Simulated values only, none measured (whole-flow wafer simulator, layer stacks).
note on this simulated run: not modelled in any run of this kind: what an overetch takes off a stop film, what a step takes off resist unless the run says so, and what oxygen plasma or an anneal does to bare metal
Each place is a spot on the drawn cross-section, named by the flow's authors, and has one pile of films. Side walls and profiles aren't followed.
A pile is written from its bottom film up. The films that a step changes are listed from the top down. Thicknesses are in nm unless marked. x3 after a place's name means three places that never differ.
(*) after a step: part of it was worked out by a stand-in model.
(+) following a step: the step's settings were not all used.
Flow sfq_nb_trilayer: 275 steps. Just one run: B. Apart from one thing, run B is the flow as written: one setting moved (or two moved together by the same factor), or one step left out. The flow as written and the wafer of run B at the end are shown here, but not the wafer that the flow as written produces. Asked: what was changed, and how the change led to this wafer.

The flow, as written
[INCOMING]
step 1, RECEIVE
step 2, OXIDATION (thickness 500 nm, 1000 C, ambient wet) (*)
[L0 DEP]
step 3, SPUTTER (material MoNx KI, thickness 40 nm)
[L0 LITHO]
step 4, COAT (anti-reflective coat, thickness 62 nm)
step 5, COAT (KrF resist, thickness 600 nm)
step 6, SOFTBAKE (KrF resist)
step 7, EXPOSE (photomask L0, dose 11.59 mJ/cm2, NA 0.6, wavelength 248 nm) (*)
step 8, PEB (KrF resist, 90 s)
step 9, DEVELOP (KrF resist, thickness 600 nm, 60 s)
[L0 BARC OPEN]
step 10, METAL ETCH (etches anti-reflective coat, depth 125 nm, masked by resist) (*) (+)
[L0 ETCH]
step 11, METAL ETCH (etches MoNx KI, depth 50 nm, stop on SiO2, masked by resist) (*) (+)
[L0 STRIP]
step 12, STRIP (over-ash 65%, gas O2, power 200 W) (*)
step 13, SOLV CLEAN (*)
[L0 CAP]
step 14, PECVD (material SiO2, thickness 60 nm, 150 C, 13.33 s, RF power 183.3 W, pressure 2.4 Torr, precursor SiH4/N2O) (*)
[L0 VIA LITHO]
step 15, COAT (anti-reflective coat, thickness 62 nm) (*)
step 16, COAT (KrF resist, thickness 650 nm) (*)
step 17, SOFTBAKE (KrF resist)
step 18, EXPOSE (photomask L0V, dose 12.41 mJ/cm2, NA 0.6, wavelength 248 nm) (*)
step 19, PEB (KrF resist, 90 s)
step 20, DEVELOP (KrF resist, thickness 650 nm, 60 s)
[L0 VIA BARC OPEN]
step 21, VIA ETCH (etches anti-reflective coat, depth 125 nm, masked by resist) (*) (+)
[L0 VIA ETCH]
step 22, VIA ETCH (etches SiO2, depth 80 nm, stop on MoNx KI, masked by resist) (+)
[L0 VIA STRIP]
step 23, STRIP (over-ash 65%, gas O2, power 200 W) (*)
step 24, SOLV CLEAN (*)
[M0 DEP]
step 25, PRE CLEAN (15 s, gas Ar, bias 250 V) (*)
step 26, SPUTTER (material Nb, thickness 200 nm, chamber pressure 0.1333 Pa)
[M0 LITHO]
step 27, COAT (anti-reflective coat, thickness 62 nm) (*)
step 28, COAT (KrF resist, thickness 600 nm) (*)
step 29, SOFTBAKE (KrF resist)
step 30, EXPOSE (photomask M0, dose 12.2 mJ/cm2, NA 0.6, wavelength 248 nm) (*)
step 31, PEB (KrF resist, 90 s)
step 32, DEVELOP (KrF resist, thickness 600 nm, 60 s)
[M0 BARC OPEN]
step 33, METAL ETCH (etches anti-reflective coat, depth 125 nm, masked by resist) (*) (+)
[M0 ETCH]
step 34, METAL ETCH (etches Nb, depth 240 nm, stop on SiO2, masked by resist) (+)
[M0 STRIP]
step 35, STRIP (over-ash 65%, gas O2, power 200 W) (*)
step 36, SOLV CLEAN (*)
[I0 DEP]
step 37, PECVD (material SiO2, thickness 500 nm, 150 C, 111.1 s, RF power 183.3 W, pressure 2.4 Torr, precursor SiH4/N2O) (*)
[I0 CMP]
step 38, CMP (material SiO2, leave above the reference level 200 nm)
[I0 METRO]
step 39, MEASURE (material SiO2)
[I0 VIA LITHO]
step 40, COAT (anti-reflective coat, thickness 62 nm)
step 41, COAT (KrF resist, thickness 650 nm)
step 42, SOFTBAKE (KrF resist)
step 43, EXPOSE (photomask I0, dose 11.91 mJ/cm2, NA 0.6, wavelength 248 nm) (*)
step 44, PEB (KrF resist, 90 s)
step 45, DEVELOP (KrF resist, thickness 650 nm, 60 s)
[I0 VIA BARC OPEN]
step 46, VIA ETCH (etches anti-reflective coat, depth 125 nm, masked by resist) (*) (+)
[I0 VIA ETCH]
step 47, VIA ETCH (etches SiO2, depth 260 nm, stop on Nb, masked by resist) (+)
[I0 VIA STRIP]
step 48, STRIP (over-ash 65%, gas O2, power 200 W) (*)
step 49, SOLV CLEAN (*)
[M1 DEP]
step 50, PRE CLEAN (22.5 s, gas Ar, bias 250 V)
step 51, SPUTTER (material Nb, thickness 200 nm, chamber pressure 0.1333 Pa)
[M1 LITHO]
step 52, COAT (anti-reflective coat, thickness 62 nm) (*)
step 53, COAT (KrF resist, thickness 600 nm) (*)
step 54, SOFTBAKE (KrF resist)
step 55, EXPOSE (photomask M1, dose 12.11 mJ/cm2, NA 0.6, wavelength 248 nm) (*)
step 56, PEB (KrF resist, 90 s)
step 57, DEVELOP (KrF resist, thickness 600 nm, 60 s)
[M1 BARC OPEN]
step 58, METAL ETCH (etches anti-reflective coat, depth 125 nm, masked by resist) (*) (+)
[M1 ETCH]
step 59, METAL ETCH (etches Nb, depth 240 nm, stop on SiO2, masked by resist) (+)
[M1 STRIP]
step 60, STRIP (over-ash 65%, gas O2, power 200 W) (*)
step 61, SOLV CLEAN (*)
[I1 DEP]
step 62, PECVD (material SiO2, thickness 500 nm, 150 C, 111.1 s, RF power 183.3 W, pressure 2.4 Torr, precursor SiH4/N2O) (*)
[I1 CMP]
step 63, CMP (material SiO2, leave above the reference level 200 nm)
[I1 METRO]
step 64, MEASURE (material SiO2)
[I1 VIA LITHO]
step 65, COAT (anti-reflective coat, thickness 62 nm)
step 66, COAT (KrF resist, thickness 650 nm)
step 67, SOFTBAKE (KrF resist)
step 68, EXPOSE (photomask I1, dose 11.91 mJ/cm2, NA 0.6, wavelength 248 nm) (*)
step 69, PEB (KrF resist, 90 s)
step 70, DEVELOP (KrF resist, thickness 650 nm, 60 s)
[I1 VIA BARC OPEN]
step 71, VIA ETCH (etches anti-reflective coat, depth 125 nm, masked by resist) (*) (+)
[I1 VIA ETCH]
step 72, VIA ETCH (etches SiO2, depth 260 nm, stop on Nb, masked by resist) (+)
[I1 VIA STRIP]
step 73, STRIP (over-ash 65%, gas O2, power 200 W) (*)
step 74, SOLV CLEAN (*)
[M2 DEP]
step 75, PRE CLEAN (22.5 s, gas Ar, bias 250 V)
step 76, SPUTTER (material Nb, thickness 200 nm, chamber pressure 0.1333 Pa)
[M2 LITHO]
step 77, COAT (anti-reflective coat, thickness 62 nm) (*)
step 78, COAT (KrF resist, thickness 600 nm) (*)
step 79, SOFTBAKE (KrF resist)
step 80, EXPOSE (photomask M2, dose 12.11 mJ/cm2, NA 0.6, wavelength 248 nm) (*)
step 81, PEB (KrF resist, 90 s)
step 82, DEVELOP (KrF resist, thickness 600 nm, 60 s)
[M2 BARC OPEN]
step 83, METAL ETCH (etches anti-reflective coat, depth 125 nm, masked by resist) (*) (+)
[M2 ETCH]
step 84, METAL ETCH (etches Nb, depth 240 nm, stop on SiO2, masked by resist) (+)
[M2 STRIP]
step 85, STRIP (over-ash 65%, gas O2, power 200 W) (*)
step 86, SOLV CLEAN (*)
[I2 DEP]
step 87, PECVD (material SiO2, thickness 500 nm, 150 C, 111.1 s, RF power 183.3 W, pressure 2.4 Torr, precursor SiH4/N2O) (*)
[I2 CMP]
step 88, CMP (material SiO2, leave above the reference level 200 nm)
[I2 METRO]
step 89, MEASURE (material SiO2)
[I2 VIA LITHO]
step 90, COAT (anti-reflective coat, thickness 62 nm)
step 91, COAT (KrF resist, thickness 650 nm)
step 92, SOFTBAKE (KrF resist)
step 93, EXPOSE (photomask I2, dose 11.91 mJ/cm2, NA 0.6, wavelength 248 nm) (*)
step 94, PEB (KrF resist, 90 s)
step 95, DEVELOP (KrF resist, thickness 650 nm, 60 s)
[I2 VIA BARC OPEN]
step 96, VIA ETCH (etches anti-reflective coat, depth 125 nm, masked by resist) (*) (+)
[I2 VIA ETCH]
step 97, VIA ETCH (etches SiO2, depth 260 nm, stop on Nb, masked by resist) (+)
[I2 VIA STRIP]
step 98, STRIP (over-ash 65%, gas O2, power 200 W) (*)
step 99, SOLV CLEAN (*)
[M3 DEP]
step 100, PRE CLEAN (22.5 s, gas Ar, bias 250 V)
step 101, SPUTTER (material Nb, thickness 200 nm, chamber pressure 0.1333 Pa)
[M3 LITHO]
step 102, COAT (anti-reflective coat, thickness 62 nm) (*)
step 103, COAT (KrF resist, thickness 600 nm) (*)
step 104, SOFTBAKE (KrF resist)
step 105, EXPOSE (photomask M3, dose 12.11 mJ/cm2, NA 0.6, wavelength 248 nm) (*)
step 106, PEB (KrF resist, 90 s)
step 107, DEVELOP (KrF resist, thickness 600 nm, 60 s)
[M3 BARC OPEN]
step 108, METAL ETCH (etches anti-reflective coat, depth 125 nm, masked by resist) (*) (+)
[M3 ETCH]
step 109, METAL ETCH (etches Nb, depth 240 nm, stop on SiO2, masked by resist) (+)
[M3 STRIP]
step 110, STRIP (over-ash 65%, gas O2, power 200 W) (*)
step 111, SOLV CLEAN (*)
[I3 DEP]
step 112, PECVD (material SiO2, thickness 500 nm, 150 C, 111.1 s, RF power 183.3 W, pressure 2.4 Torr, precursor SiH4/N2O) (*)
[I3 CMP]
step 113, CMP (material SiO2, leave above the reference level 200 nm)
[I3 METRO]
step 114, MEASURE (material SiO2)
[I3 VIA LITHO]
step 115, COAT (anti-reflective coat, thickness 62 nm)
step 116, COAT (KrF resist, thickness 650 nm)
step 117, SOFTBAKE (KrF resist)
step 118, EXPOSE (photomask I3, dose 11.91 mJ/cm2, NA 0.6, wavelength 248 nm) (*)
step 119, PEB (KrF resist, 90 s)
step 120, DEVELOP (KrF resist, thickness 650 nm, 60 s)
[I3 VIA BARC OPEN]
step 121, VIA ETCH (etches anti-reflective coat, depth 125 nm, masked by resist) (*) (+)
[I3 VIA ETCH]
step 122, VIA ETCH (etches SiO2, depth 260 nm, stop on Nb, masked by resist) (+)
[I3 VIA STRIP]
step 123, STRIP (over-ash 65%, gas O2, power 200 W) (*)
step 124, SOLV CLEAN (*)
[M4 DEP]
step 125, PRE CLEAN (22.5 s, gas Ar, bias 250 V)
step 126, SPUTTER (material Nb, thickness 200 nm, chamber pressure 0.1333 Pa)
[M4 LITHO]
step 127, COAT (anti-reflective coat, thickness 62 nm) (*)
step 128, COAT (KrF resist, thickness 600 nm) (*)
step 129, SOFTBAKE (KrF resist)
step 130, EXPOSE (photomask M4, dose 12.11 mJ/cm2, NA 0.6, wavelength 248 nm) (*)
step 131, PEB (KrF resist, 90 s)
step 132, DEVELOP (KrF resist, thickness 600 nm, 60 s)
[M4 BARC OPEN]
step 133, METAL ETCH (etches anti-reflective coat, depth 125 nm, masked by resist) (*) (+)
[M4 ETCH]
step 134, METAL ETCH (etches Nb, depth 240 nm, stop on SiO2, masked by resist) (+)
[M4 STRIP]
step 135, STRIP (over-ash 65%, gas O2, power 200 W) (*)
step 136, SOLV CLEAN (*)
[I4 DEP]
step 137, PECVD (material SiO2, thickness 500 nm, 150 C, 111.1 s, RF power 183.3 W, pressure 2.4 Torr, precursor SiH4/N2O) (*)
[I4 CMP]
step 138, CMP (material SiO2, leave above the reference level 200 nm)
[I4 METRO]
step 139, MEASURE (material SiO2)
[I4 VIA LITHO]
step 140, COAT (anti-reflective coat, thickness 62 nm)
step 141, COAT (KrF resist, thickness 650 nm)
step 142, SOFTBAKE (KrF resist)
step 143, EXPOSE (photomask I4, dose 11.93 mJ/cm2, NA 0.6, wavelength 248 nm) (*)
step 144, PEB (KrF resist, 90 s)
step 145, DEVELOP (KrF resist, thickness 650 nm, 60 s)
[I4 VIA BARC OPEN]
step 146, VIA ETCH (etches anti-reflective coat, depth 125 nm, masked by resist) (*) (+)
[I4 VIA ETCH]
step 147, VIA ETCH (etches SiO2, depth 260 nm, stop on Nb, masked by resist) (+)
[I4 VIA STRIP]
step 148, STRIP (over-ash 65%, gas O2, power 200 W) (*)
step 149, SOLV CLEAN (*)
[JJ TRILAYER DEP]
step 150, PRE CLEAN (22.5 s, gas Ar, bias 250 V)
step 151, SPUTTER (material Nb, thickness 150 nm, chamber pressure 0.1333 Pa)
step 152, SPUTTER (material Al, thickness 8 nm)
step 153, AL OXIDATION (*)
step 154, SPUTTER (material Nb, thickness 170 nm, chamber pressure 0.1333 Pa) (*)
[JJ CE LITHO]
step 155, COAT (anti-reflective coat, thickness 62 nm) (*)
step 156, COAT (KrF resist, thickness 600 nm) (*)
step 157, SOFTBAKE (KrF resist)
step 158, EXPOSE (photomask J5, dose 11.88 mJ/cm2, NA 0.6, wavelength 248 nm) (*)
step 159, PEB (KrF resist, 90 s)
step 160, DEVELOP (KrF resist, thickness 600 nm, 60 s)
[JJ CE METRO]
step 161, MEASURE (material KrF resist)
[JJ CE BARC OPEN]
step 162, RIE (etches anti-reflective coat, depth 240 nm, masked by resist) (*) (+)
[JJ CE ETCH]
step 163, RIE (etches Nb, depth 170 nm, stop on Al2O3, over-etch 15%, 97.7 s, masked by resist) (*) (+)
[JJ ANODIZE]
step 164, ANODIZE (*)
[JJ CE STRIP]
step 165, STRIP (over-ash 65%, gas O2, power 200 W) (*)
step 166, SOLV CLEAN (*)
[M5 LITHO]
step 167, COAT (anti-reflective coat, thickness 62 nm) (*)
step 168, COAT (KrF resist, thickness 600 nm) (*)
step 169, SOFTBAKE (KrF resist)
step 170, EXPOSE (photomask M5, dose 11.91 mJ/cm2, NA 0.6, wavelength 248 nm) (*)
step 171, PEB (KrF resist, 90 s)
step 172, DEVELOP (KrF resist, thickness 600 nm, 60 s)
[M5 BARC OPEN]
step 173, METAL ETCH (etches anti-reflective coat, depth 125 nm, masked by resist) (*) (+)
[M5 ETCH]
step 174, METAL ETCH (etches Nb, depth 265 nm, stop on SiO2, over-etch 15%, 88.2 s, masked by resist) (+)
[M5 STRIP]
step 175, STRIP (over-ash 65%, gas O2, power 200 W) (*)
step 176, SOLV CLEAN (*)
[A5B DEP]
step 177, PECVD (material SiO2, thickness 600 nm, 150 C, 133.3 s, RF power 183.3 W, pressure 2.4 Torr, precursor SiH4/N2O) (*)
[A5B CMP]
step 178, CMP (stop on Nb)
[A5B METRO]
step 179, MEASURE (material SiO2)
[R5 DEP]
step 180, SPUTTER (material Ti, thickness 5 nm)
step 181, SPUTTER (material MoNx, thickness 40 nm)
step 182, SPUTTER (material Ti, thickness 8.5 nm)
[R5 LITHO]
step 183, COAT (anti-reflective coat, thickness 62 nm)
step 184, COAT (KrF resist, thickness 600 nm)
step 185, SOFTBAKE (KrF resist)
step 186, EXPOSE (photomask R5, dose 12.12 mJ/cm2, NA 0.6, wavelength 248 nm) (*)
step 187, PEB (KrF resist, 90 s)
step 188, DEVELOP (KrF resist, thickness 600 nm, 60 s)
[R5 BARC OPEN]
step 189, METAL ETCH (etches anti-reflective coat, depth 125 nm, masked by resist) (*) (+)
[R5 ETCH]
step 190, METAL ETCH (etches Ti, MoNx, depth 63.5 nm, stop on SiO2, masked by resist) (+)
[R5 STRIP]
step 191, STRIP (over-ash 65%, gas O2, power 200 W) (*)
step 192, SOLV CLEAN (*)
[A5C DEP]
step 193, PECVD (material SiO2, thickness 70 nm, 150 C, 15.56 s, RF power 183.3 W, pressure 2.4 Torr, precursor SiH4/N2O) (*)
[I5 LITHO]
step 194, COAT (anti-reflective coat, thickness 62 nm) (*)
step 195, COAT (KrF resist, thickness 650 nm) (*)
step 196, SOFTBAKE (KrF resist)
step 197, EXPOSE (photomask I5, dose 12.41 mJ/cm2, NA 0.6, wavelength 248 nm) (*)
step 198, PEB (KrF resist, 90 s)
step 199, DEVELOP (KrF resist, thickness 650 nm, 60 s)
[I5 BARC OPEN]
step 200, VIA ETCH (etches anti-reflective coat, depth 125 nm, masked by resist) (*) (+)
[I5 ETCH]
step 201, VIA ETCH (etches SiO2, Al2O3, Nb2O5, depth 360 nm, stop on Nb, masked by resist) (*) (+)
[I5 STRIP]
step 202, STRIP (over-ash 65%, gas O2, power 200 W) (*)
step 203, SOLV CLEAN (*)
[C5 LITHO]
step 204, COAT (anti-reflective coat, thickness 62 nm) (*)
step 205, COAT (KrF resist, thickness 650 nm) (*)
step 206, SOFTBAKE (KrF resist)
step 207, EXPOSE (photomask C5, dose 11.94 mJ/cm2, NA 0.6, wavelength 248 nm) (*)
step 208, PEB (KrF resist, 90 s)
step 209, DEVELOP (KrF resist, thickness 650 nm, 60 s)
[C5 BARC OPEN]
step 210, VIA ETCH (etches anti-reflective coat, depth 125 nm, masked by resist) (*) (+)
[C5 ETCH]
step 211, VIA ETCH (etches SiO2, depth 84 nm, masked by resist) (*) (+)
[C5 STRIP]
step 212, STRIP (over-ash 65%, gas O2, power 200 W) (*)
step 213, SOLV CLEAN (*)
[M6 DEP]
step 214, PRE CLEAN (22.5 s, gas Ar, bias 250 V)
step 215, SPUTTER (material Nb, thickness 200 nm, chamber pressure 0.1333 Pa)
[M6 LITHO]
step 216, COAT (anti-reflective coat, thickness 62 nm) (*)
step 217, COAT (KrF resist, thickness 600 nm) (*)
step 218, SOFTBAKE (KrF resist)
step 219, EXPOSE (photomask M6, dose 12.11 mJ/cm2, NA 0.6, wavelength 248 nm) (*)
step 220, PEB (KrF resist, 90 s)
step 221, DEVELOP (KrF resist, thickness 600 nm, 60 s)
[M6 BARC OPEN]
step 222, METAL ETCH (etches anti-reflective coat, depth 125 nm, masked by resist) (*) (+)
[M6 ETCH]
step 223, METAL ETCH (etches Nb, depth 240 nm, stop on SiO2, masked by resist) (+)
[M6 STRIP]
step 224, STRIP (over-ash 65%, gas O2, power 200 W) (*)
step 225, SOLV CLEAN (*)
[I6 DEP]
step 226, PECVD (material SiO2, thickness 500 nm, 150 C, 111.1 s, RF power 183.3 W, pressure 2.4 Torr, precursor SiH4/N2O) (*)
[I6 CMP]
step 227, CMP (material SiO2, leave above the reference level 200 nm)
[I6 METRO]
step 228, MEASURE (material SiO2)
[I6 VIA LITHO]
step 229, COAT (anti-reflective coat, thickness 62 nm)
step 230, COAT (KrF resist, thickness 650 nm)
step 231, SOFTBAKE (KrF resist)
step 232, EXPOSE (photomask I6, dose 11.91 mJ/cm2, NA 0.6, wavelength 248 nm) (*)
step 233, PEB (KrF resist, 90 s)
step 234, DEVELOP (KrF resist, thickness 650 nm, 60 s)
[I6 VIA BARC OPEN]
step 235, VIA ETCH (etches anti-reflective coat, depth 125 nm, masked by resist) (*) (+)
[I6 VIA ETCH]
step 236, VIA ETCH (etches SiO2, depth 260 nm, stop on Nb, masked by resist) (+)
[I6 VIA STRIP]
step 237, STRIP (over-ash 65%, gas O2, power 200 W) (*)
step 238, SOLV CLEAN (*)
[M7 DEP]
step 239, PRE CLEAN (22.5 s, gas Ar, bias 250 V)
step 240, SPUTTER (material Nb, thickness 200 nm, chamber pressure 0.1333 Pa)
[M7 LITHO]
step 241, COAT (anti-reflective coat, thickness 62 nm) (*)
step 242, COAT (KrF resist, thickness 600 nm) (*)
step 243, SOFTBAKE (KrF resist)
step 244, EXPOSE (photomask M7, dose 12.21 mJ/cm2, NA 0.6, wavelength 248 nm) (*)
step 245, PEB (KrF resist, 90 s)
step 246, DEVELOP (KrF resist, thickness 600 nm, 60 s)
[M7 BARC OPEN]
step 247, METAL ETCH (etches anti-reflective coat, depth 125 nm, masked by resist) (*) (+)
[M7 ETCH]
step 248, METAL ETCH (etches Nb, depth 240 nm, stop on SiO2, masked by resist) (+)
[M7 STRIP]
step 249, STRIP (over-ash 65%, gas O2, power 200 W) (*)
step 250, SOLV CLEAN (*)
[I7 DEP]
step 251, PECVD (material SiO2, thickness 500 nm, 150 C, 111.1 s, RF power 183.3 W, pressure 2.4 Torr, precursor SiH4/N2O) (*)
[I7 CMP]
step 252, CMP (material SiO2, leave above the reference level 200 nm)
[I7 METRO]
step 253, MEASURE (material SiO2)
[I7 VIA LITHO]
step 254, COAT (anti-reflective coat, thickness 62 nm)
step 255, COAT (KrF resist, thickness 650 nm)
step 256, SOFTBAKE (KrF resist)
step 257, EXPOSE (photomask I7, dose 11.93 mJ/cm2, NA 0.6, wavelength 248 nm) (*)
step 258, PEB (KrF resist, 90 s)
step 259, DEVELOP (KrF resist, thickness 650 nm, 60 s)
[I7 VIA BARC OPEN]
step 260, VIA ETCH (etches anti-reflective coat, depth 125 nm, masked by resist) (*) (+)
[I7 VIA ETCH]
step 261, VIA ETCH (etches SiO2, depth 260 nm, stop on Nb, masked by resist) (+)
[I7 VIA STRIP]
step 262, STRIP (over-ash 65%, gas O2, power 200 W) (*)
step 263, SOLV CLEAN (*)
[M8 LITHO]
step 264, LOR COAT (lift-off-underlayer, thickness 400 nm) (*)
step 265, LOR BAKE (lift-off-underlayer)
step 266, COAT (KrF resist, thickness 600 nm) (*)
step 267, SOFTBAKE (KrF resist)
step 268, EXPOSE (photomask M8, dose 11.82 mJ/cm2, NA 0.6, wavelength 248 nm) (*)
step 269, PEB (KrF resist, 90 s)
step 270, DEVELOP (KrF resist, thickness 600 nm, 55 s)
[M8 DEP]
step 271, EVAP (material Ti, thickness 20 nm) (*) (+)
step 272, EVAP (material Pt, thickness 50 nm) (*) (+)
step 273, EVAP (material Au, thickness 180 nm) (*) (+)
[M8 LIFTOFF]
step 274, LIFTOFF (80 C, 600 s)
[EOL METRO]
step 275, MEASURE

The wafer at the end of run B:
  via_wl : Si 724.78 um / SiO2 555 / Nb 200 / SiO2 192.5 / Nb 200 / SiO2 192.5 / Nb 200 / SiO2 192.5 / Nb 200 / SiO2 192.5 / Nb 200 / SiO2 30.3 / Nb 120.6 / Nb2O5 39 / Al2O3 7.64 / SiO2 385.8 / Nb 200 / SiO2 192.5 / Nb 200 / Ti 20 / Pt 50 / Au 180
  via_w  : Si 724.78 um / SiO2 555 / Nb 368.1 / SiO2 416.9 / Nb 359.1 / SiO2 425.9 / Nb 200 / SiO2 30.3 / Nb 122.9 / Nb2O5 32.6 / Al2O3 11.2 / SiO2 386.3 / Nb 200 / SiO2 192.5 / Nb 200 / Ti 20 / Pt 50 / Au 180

Cause: step 147, VIA ETCH: depth 162 nm was run, whereas the flow has depth 260 nm.

Step by step, how the change led to this:
  step 147, VIA ETCH (etches SiO2, depth 260 nm, stop on Nb, masked by resist) (+)
      via_wl, via_w, via_wr: SiO2 loses 162 (as written it would have been: SiO2 loses 199.8 (all of it))
      field_l, v_sur, via_sp and 100 more: KrF resist loses 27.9 (as written it would have been: KrF resist loses 44.8)
  step 148, STRIP (over-ash 65%, gas O2, power 200 W) (*)
      field_l, v_sur, via_sp and 100 more: KrF resist loses 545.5 (all of it), anti-reflective coat loses 62 (all of it) (as written it would have been: KrF resist loses 528.6 (all of it), anti-reflective coat loses 62 (all of it))
  step 150, PRE CLEAN (22.5 s, gas Ar, bias 250 V)
      via_wl, via_w, via_wr: SiO2 loses 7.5 (as written it would have been: Nb loses 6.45)
  step 151, SPUTTER (material Nb, thickness 150 nm, chamber pressure 0.1333 Pa)
      via_wl, via_w, via_wr: Nb gains 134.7 (new film) (as written it would have been: Nb gains 130.4)
  step 154, SPUTTER (material Nb, thickness 170 nm, chamber pressure 0.1333 Pa) (*)
      via_wl, via_wr: Nb gains 147.1 (new film) (as written it would have been: Nb gains 140.7 (new film))
      via_w: Nb gains 147.4 (new film) (as written it would have been: Nb gains 141 (new film))
  step 155, COAT (anti-reflective coat, thickness 62 nm) (*)
      via_wl, via_wr: anti-reflective coat gains 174 (new film) (as written it would have been: anti-reflective coat gains 209.4 (new film))
      v_sur: anti-reflective coat gains 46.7 (new film) (as written it would have been: anti-reflective coat gains 45.1 (new film))
      (as well as at 2 more places)
  step 156, COAT (KrF resist, thickness 600 nm) (*)
      via_w: KrF resist gains 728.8 (new film) (as written it would have been: KrF resist gains 763.8 (new film))
  step 160, DEVELOP (KrF resist, thickness 600 nm, 60 s)
      via_w: KrF resist loses 727.2 (all of it) (as written it would have been: KrF resist loses 762.1 (all of it))
  step 162, RIE (etches anti-reflective coat, depth 240 nm, masked by resist) (*) (+)
      ce_l, c5j, ce_r, wl_jj: KrF resist loses 174 (as written it would have been: KrF resist loses 209.4)
      via_wl, via_wr: anti-reflective coat loses 174 (all of it) (as written it would have been: anti-reflective coat loses 209.4 (all of it))
      (as well as at 3 more places)
  step 163, RIE (etches Nb, depth 170 nm, stop on Al2O3, over-etch 15%, 97.7 s, masked by resist) (*) (+)
      via_wl, via_wr: Nb loses 147.1 (all of it), Al2O3 loses 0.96 (all of it) (as written it would have been: Nb loses 140.7 (all of it), Al2O3 loses 0.96 (all of it))
      via_w: Nb loses 147.4 (all of it), Al2O3 loses 0.96 (all of it) (as written it would have been: Nb loses 141 (all of it), Al2O3 loses 0.96 (all of it))
  step 164, ANODIZE (*)
      via_w: Al2O3 gains 11.2 (new film), Nb2O5 gains 32.6 (new film), Al loses 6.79 (all of it), Nb loses 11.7 (as written it would have been: Al2O3 gains 10.8 (new film), Nb2O5 gains 33.3 (new film), Al loses 6.54 (all of it), Nb loses 12)
  step 165, STRIP (over-ash 65%, gas O2, power 200 W) (*)
      c5j, ce_r: KrF resist loses 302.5 (all of it), anti-reflective coat loses 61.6 (all of it) (as written it would have been: KrF resist loses 266.9 (all of it), anti-reflective coat loses 61.5 (all of it))
      ce_l: KrF resist loses 302.4 (all of it), anti-reflective coat loses 61.6 (all of it) (as written it would have been: KrF resist loses 266.8 (all of it), anti-reflective coat loses 61.4 (all of it))
      (as well as at 1 more place)
  step 167, COAT (anti-reflective coat, thickness 62 nm) (*)
      v_sur: anti-reflective coat gains 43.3 (new film) (as written it would have been: anti-reflective coat gains 44.9 (new film))
      via_wl: anti-reflective coat gains 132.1 (new film) (as written it would have been: anti-reflective coat gains 170.5 (new film))
      (as well as at 2 more places)
  step 168, COAT (KrF resist, thickness 600 nm) (*)
      via_w: KrF resist gains 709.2 (new film) (as written it would have been: KrF resist gains 732.6 (new film))
  step 175, STRIP (over-ash 65%, gas O2, power 200 W) (*)
      v_sur: KrF resist loses 355.4 (all of it), anti-reflective coat loses 43.3 (all of it) (as written it would have been: KrF resist loses 349.2 (all of it), anti-reflective coat loses 44.9 (all of it))
      via_wl: KrF resist loses 431.2 (all of it), anti-reflective coat loses 132.1 (all of it) (as written it would have been: KrF resist loses 427 (all of it), anti-reflective coat loses 170.5 (all of it))
      (as well as at 2 more places)
  step 178, CMP (stop on Nb)
      via_wl, via_wr: SiO2 loses 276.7 (as written it would have been: SiO2 loses 235.7)
      via_w: SiO2 loses 276.2 (as written it would have been: SiO2 loses 235.2)
Taking metal films that touch as one body, via_wl has 8 bodies (between them, from the top down: SiO2 192.5; SiO2 385.8 / Al2O3 7.64 / Nb2O5 39; SiO2 30.3; SiO2 192.5; SiO2 192.5; SiO2 192.5; SiO2 192.5); the flow as written gives 7 bodies (between them, from the top down: SiO2 192.5; SiO2 426.8 / Al2O3 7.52 / Nb2O5 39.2; SiO2 192.5; SiO2 192.5; SiO2 192.5; SiO2 192.5).
Taking metal films that touch as one body, via_w has 6 bodies (between them, from the top down: SiO2 192.5; SiO2 386.3 / Al2O3 11.2 / Nb2O5 32.6; SiO2 30.3; SiO2 425.9; SiO2 416.9); the flow as written gives 5 bodies (between them, from the top down: SiO2 192.5; SiO2 427.3 / Al2O3 10.8 / Nb2O5 33.3; SiO2 425.9; SiO2 416.9).
